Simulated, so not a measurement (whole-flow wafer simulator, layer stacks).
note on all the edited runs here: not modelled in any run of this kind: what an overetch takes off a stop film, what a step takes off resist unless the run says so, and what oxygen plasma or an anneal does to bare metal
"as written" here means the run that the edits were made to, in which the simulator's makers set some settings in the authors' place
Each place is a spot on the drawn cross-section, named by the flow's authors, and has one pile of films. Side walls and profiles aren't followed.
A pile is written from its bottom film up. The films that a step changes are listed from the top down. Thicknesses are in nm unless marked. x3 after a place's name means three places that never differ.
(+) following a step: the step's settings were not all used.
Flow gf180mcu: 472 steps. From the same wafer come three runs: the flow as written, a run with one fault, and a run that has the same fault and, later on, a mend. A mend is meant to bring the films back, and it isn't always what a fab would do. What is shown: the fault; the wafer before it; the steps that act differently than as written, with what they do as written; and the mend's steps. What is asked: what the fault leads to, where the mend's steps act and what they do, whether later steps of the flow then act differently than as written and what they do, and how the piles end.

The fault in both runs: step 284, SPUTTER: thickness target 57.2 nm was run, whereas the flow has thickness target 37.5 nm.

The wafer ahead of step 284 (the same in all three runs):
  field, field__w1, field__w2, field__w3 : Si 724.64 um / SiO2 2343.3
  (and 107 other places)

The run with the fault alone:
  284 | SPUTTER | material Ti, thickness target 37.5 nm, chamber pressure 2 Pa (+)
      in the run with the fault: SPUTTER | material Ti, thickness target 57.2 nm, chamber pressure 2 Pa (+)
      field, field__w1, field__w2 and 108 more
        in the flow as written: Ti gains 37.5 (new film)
        in the run with the fault: Ti gains 57.2 (new film)
  Later steps of the flow acting differently than as written:
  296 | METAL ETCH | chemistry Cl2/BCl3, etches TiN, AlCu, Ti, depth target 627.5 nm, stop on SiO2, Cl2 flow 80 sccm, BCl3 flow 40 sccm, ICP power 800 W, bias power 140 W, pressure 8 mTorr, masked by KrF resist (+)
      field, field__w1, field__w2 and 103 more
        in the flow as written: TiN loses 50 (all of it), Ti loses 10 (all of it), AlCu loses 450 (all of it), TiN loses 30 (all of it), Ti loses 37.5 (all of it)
        in the run with the fault: TiN loses 50 (all of it), Ti loses 10 (all of it), AlCu loses 450 (all of it), TiN loses 30 (all of it), Ti loses 57.2 (all of it)
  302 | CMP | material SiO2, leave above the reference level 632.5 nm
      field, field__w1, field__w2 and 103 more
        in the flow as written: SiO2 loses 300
        in the run with the fault: SiO2 loses 280.3
  By the end, the piles at field__w8, contact, m1, m1__w1, m1_nw depart from the flow's by more than 2% or 0.5 nm, whichever is larger.
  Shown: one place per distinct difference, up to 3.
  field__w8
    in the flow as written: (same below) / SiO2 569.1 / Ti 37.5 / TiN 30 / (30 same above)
    in the run with the fault: (same below) / SiO2 569.1 / Ti 57.2 / TiN 30 / (30 same above)
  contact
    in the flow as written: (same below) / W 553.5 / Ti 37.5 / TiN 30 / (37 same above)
    in the run with the fault: (same below) / W 553.5 / Ti 57.2 / TiN 30 / (37 same above)

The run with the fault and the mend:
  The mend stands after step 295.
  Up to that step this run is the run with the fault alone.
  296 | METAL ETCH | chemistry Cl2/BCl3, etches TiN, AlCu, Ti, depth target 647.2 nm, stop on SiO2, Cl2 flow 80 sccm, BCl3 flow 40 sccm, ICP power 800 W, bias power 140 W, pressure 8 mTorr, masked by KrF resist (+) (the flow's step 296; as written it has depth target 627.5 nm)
      field, field__w1, field__w2 and 103 more
        TiN loses 50 (all of it), Ti loses 10 (all of it), AlCu loses 450 (all of it), TiN loses 30 (all of it), Ti loses 57.2 (all of it)
      field__w8, contact, m1, m1__w1, m1_nw
        KrF resist loses 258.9
  Later steps of the flow acting differently than as written (1 other step is not shown; it differs only slightly, by no more than 2% or 0.5 nm, whichever is larger):
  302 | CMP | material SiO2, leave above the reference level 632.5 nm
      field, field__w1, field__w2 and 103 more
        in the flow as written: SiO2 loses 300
        in the run with the mend: SiO2 loses 280.3
  By the end, the piles at field__w8, contact, m1, m1__w1, m1_nw depart from the flow's by more than 2% or 0.5 nm, whichever is larger.
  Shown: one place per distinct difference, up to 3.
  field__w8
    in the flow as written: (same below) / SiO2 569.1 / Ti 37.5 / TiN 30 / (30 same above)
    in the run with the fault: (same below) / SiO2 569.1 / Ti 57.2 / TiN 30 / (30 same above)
    in the run with the mend: (same below) / SiO2 569.1 / Ti 57.2 / TiN 30 / (30 same above)
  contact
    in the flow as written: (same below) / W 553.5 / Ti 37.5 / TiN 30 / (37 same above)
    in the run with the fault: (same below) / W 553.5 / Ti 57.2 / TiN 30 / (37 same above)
    in the run with the mend: (same below) / W 553.5 / Ti 57.2 / TiN 30 / (37 same above)
